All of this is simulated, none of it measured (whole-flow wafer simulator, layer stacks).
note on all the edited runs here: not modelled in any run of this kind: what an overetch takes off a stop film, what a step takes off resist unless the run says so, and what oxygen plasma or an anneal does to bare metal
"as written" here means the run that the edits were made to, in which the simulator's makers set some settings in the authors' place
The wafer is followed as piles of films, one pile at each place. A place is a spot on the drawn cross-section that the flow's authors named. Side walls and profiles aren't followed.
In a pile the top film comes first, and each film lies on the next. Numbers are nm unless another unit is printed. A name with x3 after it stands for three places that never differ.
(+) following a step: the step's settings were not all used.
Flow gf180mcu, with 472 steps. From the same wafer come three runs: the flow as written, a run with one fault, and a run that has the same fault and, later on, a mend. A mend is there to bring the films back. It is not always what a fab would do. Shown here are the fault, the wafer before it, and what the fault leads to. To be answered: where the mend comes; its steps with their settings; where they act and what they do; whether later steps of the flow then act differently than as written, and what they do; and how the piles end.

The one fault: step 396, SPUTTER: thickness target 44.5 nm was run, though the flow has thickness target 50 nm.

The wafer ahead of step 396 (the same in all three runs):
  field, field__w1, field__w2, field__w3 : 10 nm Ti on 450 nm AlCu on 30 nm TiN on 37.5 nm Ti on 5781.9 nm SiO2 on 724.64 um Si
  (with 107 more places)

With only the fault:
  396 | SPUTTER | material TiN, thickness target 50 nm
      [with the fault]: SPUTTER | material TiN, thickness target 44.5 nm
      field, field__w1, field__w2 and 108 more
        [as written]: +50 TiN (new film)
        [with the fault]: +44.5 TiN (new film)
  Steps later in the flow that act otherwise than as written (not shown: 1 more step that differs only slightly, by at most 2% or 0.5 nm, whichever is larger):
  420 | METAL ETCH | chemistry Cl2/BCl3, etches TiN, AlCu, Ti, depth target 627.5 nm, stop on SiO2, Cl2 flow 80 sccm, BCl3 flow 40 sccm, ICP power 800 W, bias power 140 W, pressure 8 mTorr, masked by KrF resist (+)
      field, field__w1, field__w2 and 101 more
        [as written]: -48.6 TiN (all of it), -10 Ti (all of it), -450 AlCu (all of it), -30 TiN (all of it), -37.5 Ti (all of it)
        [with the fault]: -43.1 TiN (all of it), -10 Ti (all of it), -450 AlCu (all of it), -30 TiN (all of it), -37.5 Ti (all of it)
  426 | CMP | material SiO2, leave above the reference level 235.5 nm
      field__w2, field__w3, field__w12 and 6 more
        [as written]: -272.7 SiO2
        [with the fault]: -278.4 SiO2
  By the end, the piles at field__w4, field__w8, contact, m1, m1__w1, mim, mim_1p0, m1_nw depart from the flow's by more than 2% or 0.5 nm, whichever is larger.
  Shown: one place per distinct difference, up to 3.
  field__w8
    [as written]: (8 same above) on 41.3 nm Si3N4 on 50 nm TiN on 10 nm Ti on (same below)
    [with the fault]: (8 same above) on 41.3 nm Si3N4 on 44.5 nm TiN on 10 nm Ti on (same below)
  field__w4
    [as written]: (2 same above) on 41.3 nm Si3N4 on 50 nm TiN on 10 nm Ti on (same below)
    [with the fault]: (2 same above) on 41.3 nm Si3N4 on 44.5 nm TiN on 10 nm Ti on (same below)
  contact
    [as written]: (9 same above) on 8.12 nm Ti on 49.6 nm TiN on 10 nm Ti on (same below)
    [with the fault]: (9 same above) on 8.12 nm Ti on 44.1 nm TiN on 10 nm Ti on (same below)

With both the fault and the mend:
  The mend stands after step 396.
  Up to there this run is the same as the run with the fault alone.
  396a | SPUTTER | material TiN, thickness target 5.5 nm (the flow's step 396 again, with other settings)
      field, field__w1, field__w2 and 108 more
        +5.5 TiN
  Every later step of the flow that is run acts as written at every place that is followed.
  At every place that both follow, the piles at the end match the flow's.
